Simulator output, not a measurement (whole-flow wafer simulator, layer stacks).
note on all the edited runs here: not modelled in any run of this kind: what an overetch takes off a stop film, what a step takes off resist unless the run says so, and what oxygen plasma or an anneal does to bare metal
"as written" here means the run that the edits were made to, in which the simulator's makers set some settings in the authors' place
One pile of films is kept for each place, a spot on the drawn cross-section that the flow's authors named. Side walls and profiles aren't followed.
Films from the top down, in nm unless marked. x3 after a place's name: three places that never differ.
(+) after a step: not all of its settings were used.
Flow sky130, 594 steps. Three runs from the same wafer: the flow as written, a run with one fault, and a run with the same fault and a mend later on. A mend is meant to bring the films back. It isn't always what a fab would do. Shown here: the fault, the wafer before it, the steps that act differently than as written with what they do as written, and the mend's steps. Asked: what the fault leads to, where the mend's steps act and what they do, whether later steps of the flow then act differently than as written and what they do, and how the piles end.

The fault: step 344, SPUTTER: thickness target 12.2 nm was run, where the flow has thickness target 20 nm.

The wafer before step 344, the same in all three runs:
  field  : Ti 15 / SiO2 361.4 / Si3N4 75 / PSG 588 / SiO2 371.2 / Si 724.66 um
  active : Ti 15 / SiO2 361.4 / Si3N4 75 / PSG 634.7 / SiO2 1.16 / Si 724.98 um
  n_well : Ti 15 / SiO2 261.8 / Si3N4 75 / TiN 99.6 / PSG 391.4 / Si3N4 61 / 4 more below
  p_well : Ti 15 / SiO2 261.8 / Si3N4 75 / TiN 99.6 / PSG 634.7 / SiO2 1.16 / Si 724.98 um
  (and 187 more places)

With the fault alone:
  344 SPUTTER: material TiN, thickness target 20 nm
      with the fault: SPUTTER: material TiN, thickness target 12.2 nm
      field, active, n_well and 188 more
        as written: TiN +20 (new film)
        with the fault: TiN +12.2 (new film)
  Later steps of the flow that act differently than as written (10 more steps differ only slightly, by at most 2% or 0.5 nm, whichever is larger, and aren't shown):
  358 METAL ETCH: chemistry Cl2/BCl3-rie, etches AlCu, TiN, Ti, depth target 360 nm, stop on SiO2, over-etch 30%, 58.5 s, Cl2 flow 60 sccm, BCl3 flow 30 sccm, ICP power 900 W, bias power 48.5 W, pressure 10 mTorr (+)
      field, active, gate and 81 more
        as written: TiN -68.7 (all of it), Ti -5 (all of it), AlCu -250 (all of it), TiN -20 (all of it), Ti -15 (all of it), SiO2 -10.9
        with the fault: TiN -68.7 (all of it), Ti -5 (all of it), AlCu -250 (all of it), TiN -12.2 (all of it), Ti -15 (all of it), SiO2 -11.7
  At the end the piles differ from the flow's by more than 2% or 0.5 nm, whichever is larger, at n_well, p_well, gate_hv and 104 more.
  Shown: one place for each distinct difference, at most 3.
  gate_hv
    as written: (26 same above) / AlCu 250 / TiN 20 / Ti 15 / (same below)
    with the fault: (26 same above) / AlCu 250 / TiN 12.2 / Ti 15 / (same below)
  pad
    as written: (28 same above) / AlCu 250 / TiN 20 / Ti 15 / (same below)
    with the fault: (28 same above) / AlCu 250 / TiN 12.2 / Ti 15 / (same below)
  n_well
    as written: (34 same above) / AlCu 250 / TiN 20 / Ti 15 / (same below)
    with the fault: (34 same above) / AlCu 250 / TiN 12.2 / Ti 15 / (same below)

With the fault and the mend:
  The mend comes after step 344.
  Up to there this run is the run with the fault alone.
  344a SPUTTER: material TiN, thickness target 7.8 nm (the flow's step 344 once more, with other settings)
      field, active, n_well and 188 more
        TiN +7.8
  No later step of the flow acts differently than as written at any place that is followed.
  At the end the piles are the same as the flow's at every place that both follow.
